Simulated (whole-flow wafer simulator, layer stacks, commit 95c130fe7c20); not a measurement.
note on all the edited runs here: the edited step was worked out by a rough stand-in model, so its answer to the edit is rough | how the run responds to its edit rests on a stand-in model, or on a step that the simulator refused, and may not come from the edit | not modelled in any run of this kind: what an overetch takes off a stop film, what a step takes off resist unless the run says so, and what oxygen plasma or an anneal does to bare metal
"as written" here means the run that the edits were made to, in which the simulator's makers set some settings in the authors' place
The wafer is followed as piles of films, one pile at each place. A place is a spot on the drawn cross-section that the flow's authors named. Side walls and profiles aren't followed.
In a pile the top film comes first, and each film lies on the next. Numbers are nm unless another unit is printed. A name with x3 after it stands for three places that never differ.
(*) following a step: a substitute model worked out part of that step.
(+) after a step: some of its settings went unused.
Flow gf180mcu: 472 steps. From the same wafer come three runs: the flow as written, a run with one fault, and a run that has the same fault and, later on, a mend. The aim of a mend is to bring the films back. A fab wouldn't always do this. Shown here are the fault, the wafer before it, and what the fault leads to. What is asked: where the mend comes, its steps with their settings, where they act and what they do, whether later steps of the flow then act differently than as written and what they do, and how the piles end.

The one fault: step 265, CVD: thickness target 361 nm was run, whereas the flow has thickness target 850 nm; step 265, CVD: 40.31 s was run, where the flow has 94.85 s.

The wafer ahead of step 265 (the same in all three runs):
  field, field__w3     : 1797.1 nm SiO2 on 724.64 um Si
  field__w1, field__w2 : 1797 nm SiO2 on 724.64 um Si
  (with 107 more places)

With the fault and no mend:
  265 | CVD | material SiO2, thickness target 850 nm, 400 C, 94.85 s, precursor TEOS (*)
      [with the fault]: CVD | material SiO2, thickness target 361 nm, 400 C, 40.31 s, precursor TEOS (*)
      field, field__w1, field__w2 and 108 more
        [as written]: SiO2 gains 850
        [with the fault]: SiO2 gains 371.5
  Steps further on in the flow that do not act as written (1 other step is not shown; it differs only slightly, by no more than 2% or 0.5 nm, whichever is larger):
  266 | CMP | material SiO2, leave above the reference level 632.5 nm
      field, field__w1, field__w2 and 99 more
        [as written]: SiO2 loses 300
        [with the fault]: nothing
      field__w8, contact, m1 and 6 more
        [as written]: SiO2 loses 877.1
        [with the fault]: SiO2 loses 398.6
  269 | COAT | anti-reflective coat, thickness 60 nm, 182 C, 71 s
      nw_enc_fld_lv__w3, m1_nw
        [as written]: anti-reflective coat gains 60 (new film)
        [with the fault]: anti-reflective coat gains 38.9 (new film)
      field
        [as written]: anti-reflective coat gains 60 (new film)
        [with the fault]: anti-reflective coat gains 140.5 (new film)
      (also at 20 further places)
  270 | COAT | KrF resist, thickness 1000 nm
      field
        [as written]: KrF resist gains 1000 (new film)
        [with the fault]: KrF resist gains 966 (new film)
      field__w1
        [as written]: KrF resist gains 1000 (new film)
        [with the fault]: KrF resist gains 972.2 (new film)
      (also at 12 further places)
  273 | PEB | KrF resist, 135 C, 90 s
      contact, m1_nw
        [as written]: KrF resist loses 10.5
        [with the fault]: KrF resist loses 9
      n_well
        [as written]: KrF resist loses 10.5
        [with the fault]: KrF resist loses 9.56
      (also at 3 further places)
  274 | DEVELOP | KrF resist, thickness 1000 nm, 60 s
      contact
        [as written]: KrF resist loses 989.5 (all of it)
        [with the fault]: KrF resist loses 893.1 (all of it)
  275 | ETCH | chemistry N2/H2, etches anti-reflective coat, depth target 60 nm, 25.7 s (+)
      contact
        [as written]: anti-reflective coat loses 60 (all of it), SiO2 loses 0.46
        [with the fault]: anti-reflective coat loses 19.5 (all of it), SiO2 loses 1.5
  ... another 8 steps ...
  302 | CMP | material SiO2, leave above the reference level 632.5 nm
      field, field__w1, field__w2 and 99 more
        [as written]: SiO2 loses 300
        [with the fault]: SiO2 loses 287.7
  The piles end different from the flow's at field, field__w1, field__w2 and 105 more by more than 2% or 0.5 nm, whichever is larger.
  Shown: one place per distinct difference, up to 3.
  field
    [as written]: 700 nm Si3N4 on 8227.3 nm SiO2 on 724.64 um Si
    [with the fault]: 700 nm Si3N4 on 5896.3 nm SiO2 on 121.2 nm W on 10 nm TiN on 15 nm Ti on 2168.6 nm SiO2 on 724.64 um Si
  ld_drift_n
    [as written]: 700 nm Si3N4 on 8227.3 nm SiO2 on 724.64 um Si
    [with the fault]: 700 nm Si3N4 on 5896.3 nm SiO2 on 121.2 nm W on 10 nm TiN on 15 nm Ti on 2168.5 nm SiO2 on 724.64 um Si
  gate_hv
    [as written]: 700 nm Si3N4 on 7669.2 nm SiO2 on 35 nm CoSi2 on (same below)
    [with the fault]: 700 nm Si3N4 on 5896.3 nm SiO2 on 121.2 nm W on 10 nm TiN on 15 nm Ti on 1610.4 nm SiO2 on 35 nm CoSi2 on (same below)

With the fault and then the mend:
  After step 265 comes the mend.
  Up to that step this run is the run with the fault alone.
  265a | CVD | material SiO2, thickness target 489 nm, 400 C, 54.57 s, precursor TEOS (*) (a further turn of the flow's step 265, with different settings)
      field, field__w1, field__w2 and 108 more
        SiO2 gains 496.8
  Steps further on in the flow that do not act as written:
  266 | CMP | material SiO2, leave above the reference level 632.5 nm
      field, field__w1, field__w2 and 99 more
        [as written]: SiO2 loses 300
        [with the mend]: SiO2 loses 318.3
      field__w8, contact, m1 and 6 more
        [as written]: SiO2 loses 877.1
        [with the mend]: SiO2 loses 895.4
  The piles end the same as the flow's at every place that both follow.
